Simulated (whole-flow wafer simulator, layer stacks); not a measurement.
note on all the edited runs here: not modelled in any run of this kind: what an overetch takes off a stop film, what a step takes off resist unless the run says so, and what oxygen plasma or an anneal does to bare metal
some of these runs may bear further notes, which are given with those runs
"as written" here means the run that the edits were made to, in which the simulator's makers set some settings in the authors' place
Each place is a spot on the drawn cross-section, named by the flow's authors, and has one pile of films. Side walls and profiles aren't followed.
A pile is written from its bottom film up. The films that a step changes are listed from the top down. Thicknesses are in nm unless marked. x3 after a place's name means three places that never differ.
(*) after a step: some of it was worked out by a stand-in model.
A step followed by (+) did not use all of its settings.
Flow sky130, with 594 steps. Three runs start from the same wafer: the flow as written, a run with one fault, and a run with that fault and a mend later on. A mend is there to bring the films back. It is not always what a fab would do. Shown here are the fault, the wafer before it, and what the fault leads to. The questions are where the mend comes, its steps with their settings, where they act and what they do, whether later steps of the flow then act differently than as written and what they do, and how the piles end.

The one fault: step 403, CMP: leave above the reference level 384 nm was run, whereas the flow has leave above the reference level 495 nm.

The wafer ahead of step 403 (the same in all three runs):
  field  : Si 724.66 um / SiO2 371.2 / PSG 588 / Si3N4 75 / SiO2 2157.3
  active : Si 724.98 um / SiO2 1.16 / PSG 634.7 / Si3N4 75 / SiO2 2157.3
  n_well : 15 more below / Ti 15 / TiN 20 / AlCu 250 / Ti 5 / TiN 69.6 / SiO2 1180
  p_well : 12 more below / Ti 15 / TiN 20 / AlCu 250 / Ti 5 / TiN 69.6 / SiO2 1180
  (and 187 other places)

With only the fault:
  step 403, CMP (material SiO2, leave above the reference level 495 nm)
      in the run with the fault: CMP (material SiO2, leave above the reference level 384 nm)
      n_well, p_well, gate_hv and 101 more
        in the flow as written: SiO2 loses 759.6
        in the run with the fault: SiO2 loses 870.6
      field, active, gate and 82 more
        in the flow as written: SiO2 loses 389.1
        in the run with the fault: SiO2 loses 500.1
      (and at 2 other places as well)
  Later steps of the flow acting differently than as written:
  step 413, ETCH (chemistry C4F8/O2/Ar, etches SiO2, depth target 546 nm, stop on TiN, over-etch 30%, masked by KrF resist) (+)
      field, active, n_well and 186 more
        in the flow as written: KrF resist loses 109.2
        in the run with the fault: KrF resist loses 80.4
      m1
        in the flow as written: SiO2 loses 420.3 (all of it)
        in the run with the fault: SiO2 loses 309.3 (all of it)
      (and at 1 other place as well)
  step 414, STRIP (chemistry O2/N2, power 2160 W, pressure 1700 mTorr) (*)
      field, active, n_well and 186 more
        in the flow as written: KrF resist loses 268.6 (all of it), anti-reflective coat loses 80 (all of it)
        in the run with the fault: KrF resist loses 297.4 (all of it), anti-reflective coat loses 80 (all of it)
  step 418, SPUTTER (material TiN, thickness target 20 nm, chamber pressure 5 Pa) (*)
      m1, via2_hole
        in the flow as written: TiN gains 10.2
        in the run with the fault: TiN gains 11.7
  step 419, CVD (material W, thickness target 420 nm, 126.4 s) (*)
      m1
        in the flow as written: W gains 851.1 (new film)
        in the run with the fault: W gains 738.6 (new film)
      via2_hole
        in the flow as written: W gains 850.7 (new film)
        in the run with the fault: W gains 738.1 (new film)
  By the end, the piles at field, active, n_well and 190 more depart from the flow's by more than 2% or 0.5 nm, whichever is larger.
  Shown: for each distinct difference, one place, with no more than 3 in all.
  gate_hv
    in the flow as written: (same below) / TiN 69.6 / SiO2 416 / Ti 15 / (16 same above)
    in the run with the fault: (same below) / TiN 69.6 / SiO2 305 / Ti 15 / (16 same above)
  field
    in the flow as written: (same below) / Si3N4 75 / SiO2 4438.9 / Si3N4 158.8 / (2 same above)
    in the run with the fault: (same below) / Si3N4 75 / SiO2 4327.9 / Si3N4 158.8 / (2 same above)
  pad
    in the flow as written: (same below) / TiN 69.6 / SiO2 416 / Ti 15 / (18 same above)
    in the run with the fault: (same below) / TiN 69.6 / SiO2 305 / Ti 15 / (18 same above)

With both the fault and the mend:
  After step 403 comes the mend.
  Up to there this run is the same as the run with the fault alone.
  step 403a, HDPCVD (thickness target 111 nm) (*) (a further turn of the flow's step 402, with different settings)
      field, active, n_well and 188 more
        SiO2 gains 111
  Later steps of the flow that are run all act as written at every place that is followed, up to a difference of at most 2% or 0.5 nm, whichever is larger.
  By the end, the piles equal the flow's at every place that both follow.
